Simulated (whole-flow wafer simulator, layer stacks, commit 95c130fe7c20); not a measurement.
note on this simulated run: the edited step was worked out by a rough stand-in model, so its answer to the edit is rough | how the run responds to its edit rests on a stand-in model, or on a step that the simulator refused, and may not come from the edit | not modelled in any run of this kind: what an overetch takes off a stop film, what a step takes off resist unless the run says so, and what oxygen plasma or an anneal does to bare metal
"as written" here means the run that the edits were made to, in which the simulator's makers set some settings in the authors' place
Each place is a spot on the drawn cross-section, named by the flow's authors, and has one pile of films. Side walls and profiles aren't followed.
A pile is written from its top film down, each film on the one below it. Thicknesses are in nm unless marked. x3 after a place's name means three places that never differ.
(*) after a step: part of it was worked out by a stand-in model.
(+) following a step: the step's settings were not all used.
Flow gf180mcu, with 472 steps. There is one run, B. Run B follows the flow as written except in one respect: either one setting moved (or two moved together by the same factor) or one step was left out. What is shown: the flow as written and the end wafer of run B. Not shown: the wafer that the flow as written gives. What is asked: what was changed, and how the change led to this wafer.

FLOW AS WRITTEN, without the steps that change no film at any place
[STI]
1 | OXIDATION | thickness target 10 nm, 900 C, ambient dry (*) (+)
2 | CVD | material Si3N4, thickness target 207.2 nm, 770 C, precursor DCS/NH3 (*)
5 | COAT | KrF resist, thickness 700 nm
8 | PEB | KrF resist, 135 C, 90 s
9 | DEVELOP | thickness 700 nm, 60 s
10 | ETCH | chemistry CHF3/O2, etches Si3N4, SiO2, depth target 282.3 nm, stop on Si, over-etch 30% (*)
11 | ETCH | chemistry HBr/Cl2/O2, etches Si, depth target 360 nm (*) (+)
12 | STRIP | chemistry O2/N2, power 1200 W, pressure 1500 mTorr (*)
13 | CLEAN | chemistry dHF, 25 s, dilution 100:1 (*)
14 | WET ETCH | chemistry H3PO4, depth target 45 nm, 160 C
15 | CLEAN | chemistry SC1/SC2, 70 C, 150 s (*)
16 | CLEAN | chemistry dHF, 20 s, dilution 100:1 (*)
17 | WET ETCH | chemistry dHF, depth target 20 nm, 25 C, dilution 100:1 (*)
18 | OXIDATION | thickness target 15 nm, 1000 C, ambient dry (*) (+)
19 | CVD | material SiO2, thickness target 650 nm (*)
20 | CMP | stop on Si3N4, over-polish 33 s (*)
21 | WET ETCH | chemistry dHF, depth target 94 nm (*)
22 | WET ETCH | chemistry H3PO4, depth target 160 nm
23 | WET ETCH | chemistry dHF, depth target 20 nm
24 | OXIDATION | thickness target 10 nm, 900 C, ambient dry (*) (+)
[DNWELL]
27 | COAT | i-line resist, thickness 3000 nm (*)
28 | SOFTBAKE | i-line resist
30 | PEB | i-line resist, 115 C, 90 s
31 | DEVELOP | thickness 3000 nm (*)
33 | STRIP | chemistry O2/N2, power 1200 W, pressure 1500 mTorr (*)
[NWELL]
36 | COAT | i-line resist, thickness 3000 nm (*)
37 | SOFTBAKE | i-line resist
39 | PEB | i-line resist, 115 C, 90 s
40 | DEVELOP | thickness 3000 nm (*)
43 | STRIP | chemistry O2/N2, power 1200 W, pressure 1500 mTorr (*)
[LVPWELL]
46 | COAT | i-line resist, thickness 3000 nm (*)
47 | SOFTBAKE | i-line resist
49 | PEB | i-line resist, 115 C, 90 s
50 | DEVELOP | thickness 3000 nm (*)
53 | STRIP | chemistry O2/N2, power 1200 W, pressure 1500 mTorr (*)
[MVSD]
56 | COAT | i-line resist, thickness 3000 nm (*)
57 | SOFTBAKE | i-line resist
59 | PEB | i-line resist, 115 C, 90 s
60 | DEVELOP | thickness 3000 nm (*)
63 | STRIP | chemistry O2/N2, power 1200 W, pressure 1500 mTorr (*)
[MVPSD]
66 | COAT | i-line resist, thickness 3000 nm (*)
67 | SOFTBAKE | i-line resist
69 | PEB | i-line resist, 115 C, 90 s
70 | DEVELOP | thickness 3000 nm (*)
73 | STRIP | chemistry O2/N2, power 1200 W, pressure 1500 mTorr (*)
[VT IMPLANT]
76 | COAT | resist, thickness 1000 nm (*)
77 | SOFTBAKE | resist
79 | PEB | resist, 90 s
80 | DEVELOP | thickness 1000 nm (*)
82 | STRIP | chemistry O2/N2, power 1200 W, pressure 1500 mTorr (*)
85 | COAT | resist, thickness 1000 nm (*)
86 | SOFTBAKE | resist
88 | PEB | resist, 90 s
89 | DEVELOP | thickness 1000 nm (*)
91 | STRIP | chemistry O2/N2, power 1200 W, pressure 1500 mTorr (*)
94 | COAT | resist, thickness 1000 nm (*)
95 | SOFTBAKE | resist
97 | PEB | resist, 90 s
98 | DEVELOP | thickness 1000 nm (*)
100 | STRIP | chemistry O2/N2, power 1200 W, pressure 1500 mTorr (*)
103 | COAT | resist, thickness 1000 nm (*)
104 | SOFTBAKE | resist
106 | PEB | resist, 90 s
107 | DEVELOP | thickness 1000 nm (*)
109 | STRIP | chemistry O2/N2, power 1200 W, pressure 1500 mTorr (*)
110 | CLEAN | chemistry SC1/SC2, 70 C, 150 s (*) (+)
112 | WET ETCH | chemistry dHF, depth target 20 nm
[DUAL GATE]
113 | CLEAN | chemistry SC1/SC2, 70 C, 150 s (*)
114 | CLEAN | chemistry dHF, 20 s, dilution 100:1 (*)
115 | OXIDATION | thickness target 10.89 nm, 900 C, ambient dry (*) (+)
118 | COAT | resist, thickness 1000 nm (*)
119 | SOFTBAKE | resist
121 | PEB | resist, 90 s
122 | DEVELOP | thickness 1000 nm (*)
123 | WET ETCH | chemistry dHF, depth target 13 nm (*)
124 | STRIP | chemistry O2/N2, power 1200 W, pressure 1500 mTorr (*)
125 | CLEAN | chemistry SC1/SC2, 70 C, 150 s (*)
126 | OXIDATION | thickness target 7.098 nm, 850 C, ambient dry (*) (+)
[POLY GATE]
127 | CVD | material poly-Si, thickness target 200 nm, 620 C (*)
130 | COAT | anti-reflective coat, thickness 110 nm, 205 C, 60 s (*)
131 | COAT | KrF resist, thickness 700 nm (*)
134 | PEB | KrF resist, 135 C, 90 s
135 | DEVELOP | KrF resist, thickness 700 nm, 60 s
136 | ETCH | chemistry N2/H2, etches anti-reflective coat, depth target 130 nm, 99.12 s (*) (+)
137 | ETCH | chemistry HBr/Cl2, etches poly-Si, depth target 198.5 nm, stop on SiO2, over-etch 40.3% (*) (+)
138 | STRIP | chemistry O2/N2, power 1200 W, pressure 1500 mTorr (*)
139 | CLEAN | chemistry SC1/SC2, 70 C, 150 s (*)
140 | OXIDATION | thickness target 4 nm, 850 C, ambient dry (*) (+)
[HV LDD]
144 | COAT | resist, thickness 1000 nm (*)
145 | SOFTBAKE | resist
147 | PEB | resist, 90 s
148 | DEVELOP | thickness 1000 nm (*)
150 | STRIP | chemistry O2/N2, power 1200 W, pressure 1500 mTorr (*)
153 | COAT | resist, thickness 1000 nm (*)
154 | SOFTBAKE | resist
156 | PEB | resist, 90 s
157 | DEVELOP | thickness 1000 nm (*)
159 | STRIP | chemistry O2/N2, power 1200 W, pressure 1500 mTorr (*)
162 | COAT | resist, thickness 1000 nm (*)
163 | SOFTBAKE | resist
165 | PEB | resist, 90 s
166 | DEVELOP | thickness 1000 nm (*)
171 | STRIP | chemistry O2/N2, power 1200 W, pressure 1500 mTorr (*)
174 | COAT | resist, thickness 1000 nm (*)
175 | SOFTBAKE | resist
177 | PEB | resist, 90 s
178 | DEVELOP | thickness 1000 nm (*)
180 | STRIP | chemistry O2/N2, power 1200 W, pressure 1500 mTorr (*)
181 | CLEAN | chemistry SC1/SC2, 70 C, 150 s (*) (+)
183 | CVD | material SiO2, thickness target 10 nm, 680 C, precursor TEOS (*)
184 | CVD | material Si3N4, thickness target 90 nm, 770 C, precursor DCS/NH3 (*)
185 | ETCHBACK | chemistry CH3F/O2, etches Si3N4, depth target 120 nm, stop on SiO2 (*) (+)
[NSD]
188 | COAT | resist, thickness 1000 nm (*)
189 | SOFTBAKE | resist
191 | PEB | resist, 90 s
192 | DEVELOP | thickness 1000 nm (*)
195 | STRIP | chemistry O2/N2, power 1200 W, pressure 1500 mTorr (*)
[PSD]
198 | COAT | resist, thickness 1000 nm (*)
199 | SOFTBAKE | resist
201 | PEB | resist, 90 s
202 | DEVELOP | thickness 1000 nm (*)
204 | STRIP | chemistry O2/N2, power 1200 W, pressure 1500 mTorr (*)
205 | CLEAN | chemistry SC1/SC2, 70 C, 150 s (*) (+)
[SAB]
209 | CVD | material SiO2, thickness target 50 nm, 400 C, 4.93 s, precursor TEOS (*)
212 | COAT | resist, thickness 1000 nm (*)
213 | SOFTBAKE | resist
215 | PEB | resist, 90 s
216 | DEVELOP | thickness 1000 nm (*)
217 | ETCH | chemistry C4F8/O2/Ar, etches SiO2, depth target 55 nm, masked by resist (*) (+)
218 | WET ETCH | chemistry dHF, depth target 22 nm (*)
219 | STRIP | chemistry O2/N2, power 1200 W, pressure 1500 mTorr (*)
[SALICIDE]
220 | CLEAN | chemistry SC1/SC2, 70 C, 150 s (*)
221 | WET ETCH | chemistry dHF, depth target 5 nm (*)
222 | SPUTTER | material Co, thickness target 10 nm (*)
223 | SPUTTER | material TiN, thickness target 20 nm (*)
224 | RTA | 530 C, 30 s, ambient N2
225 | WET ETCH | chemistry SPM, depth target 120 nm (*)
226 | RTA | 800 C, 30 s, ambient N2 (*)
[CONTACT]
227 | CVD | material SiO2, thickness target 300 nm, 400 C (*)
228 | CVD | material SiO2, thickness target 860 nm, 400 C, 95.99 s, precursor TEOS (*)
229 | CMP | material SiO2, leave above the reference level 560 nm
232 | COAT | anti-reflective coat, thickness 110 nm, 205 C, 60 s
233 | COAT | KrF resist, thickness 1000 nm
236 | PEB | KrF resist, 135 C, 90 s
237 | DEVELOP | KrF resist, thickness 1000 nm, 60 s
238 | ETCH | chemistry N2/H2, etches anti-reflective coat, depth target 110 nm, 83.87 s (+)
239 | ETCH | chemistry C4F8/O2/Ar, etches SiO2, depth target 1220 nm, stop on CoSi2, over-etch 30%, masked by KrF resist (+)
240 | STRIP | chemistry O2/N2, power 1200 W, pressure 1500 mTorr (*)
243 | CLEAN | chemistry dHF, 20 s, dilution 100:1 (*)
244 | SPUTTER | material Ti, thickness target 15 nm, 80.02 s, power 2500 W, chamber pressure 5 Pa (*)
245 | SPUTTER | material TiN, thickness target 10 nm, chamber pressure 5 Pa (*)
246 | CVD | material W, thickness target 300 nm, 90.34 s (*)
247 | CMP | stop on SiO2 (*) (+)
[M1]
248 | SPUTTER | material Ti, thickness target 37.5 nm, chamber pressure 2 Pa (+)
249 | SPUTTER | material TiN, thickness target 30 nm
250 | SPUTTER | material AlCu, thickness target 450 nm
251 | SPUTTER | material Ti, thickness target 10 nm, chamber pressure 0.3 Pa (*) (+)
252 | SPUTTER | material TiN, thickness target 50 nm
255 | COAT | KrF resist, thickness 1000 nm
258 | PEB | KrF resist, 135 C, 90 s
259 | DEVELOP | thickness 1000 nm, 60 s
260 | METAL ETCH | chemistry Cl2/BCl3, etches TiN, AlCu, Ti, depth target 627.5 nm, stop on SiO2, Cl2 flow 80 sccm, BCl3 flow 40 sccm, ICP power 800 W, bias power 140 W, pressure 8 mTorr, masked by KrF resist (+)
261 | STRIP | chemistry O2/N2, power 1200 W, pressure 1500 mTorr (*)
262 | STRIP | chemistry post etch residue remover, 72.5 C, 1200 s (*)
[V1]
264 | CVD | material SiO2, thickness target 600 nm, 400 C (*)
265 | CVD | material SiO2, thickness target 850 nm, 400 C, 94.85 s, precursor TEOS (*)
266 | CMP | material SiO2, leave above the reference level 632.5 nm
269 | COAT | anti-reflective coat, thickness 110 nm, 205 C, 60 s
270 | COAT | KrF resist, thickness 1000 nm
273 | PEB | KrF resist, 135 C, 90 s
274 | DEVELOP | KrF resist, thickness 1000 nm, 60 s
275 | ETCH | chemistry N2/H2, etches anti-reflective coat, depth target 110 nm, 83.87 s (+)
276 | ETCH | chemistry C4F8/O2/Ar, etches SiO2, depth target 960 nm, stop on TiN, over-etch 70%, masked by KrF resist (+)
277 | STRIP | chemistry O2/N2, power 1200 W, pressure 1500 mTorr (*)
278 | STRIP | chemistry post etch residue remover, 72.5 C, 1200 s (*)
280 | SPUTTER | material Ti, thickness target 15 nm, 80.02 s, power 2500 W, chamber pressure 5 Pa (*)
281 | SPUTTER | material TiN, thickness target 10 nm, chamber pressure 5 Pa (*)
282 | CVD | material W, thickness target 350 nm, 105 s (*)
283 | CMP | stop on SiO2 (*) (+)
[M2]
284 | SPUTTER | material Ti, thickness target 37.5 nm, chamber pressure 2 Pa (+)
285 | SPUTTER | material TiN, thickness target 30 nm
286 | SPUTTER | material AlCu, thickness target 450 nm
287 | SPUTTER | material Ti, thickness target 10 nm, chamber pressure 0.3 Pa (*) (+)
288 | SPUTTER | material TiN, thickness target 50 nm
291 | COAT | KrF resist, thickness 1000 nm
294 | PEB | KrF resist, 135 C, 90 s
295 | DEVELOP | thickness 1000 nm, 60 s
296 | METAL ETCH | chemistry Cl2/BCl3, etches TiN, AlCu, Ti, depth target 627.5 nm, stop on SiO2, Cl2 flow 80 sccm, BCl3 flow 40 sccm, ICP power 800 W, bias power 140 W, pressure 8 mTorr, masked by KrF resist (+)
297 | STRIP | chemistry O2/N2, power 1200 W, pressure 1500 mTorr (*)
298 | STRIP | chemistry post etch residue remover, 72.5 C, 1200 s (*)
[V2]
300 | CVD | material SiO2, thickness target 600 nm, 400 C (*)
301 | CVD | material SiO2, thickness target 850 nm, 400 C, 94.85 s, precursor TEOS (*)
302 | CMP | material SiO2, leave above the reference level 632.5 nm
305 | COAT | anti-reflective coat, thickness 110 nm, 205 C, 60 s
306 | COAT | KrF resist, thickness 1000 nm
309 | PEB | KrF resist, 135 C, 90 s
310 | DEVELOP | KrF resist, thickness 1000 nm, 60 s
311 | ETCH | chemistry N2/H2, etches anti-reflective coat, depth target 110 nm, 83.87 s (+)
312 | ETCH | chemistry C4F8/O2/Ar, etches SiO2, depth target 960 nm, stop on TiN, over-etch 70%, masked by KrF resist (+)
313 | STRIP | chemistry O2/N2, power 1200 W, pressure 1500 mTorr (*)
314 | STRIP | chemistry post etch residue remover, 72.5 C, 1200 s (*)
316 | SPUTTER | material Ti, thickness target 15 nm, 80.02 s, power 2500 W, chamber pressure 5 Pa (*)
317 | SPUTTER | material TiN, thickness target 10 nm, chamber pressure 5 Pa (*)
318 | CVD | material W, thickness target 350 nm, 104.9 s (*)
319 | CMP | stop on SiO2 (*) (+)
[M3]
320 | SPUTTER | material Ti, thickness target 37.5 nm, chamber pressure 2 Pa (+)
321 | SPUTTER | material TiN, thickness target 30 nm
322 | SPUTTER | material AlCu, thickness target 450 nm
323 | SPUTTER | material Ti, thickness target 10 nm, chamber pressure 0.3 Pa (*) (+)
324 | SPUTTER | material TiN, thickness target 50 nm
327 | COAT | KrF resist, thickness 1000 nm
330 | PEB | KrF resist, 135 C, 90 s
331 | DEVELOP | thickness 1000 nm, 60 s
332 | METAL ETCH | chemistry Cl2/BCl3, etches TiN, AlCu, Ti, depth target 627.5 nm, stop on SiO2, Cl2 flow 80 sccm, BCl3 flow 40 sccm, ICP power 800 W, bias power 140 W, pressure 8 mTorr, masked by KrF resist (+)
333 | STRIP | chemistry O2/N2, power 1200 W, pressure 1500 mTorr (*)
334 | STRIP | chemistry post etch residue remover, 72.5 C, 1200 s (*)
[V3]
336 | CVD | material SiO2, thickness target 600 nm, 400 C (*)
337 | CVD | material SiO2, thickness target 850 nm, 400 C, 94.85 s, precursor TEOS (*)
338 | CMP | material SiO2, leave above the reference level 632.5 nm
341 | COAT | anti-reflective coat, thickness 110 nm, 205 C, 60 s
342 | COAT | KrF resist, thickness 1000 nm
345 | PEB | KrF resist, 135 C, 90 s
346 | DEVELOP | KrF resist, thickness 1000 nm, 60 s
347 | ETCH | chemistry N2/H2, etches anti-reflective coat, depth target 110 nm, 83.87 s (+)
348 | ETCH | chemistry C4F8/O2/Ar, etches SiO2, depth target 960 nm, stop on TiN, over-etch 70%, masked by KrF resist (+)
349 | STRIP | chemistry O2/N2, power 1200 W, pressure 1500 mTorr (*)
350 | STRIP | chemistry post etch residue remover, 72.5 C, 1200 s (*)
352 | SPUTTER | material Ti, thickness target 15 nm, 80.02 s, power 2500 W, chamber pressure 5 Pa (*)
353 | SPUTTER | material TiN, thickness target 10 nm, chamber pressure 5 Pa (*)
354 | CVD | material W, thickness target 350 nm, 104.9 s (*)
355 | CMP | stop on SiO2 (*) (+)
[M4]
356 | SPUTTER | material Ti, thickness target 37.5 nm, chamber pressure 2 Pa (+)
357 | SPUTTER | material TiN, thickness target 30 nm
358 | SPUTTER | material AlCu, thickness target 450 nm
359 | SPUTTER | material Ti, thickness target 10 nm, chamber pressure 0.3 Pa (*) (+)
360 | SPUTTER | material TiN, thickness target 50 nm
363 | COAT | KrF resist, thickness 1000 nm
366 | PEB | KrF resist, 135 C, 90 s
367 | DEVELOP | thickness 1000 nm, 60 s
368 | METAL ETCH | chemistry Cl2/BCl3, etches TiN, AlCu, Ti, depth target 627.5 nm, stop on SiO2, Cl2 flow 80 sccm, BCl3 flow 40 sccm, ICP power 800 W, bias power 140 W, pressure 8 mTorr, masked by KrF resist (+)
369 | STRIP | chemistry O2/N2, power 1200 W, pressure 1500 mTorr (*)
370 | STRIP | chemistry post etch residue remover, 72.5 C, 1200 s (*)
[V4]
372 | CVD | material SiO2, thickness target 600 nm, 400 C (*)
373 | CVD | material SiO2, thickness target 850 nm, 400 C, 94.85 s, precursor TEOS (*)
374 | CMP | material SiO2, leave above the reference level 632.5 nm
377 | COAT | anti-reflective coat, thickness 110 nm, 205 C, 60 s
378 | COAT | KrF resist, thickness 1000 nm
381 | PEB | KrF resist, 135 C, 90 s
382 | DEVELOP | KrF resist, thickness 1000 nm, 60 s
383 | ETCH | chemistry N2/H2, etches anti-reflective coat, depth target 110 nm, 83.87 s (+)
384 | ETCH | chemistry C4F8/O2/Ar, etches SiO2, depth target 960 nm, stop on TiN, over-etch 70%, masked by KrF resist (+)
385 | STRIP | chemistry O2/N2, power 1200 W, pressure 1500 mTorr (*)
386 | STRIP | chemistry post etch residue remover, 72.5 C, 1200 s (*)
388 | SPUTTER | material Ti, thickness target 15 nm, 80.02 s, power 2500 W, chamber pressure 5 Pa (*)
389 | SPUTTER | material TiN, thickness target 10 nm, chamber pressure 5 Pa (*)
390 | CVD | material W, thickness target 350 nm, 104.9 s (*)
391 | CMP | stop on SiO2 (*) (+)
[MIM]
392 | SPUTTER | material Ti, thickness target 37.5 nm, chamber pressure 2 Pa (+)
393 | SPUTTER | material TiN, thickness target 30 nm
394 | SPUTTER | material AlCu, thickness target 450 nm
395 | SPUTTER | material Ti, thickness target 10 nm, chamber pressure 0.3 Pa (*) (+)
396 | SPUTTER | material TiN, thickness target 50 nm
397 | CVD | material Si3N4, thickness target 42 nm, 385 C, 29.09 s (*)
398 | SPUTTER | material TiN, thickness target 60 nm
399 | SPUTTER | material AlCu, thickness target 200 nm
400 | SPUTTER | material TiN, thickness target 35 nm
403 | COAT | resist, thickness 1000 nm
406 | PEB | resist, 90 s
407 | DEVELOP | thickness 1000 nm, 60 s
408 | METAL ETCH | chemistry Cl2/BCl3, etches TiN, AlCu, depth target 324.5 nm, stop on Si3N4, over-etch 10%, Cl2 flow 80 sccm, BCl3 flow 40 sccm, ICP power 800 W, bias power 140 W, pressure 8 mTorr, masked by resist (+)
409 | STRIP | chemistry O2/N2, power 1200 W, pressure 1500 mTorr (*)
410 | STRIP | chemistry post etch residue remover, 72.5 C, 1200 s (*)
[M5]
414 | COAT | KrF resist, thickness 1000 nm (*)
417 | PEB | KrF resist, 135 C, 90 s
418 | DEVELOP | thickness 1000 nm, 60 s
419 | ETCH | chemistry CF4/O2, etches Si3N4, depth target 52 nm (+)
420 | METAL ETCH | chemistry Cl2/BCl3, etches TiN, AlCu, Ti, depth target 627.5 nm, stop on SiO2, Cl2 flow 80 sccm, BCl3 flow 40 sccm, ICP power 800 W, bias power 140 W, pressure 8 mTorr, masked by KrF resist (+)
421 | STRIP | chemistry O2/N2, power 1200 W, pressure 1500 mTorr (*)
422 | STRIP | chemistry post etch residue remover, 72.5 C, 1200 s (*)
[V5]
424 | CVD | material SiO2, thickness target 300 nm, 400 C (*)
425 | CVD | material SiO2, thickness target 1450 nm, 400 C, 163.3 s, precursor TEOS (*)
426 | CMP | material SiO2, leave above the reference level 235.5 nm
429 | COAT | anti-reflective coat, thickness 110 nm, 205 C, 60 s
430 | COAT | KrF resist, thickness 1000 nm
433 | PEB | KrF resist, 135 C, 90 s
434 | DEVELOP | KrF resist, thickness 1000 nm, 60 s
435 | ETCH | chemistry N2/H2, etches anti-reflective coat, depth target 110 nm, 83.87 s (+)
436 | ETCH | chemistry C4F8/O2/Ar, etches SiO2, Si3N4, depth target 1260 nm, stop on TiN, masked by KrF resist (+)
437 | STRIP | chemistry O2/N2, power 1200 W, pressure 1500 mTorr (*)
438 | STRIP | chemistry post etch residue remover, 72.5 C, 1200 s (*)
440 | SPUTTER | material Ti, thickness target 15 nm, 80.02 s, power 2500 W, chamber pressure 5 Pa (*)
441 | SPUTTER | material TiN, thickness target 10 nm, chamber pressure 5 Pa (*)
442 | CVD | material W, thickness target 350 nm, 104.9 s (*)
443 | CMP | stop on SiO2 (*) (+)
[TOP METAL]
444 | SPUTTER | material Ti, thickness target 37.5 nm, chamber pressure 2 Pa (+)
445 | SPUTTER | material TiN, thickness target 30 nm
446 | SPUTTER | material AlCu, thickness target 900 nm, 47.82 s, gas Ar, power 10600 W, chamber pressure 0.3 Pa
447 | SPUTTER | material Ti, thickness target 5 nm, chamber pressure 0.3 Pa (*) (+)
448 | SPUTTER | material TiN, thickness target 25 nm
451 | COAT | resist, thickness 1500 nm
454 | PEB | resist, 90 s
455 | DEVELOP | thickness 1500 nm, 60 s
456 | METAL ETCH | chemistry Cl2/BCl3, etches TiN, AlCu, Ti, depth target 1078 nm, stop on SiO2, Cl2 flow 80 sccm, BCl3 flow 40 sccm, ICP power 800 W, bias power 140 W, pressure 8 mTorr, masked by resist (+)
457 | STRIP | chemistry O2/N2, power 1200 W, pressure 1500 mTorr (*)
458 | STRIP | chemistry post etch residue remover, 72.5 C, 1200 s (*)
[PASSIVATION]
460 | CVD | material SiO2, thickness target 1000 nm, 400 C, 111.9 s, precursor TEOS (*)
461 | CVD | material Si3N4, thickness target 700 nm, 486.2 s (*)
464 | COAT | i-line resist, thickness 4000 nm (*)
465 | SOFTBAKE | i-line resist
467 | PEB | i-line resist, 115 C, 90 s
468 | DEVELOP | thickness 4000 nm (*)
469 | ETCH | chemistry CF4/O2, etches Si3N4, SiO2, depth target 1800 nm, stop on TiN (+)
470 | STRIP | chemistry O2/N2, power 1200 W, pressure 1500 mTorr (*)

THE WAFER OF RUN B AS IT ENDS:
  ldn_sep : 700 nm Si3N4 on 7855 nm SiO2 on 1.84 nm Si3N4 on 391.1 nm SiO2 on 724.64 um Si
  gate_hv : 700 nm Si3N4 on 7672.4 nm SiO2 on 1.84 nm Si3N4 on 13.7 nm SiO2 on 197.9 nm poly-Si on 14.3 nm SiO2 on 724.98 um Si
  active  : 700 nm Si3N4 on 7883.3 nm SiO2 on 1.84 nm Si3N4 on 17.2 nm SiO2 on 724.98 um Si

What caused this: step 185, ETCHBACK: depth target 84 nm was run, whereas the flow has depth target 120 nm.

Step by step, how the change led to this:
  185 | ETCHBACK | chemistry CH3F/O2, etches Si3N4, depth target 120 nm, stop on SiO2 (*) (+)
      field, field__w1, field__w2 and 100 more: Si3N4 loses 84 (it would be, as written: Si3N4 loses 90 (all of it), SiO2 loses 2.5)
  189 | SOFTBAKE | resist
      field__w9: resist loses 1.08 (it would be, as written: resist gains 1.85)
      nw_enc_fld_lv: resist gains 1.62 (it would be, as written: resist gains 0.58)
  199 | SOFTBAKE | resist
      field__w9: resist loses 1.08 (it would be, as written: resist gains 1.85)
      nw_enc_fld_lv: resist gains 1.62 (it would be, as written: resist gains 0.58)
  205 | CLEAN | chemistry SC1/SC2, 70 C, 150 s (*) (+)
      field, field__w1, field__w2 and 105 more: Si3N4 loses 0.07 (it would be, as written: SiO2 loses 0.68)
  209 | CVD | material SiO2, thickness target 50 nm, 400 C, 4.93 s, precursor TEOS (*)
      field, field__w7, field__w8 and 73 more: SiO2 gains 50 (new film) (it would be, as written: SiO2 gains 50)
      field_sub__w1, field_sub__w3, field_sub__w4, field_sub__w5, ld_drift_n: SiO2 gains 48.8 (new film) (it would be, as written: SiO2 gains 48.9)
      (as well as at 27 more places)
  217 | ETCH | chemistry C4F8/O2/Ar, etches SiO2, depth target 55 nm, masked by resist (*) (+)
      field, field__w7, field__w8 and 70 more: SiO2 loses 50 (all of it), Si3N4 loses 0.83 (it would be, as written: SiO2 loses 55)
      field_sub__w1, field_sub__w3, field_sub__w4, field_sub__w5, ld_drift_n: SiO2 loses 48.8 (all of it), Si3N4 loses 1.03 (it would be, as written: SiO2 loses 55)
      (as well as at 21 more places)
  218 | WET ETCH | chemistry dHF, depth target 22 nm (*)
      gate, gate_hv, gate_p and 23 more: Si3N4 loses 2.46 (it would be, as written: SiO2 loses 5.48 (all of it))
      field, field__w10, sti and 14 more: Si3N4 loses 2.46 (it would be, as written: SiO2 loses 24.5)
      (as well as at 56 more places)
  219 | STRIP | chemistry O2/N2, power 1200 W, pressure 1500 mTorr (*)
      gate, gate_hv, gate_p and 23 more: nothing (it would be, as written: chemical SiO2 gains 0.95 (new film), poly-Si loses 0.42)
      active, p_well, sd_n and 20 more: nothing (it would be, as written: chemical SiO2 gains 0.95 (new film), Si loses 0.42)
  220 | CLEAN | chemistry SC1/SC2, 70 C, 150 s (*)
      field, field__w1, field__w2 and 47 more: Si3N4 loses 0.07 (it would be, as written: SiO2 loses 0.68)
  221 | WET ETCH | chemistry dHF, depth target 5 nm (*)
      active, p_well, gate and 46 more: Si3N4 loses 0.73 (it would be, as written: chemical SiO2 loses 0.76 (all of it))
      field, field__w1, field__w2 and 23 more: Si3N4 loses 0.73 (it would be, as written: SiO2 loses 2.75)
      (as well as at 24 more places)
  222 | SPUTTER | material Co, thickness target 10 nm (*)
      ld_drift_p: Co gains 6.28 (new film) (it would be, as written: Co gains 5.76 (new film))
  224 | RTA | 530 C, 30 s, ambient N2
      gate, gate_hv, gate_p and 22 more: nothing (it would be, as written: under 1 film: CoSi gains 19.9 (new film), Co loses 10 (all of it), poly-Si loses 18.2)
      active, p_well, sd_n and 11 more: nothing (it would be, as written: under 1 film: CoSi gains 19.9 (new film), Co loses 10 (all of it), Si loses 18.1)
      (as well as at 10 more places)
  225 | WET ETCH | chemistry SPM, depth target 120 nm (*)
      active, p_well, gate and 36 more: TiN loses 20 (all of it), Co loses 10 (all of it) (it would be, as written: TiN loses 20 (all of it))
      sd_p: TiN loses 18.3 (all of it), Co loses 9.24 (all of it) (it would be, as written: TiN loses 17.9 (all of it))
      (as well as at 10 more places)
  226 | RTA | 800 C, 30 s, ambient N2 (*)
      gate, gate_hv, gate_p and 22 more: nothing (it would be, as written: CoSi2 gains 35 (new film), CoSi loses 19.9 (all of it), poly-Si loses 18.2)
      active, p_well, sd_n and 11 more: nothing (it would be, as written: CoSi2 gains 35 (new film), CoSi loses 19.9 (all of it), Si loses 18.1)
      (as well as at 10 more places)
  227 | CVD | material SiO2, thickness target 300 nm, 400 C (*)
      field, field__w1, field__w2 and 47 more: SiO2 gains 300 (new film) (it would be, as written: SiO2 gains 300)
  228 | CVD | material SiO2, thickness target 860 nm, 400 C, 95.99 s, precursor TEOS (*)
      ld_drift_p: SiO2 gains 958 (it would be, as written: SiO2 gains 979.3)
  ... 5 other steps ...
  471 | ANNEAL | 400 C, 1800 s, ambient N2/H2
      polyc_n, polyc_p: under 9 films: void gains 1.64 (new film), Ti loses 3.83, TiSi first gains 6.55 (new film), poly-Si loses 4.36 (it would be, as written: nothing)
      contact: under 49 films: void gains 1.62 (new film), Ti loses 3.83, TiSi first gains 6.55 (new film), Si loses 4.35 (it would be, as written: nothing)
If metal films that touch count as one body, gate_hv has 0 bodies; the flow as written gives 1 body.
If metal films that touch count as one body, active has 0 bodies; the flow as written gives 1 body.
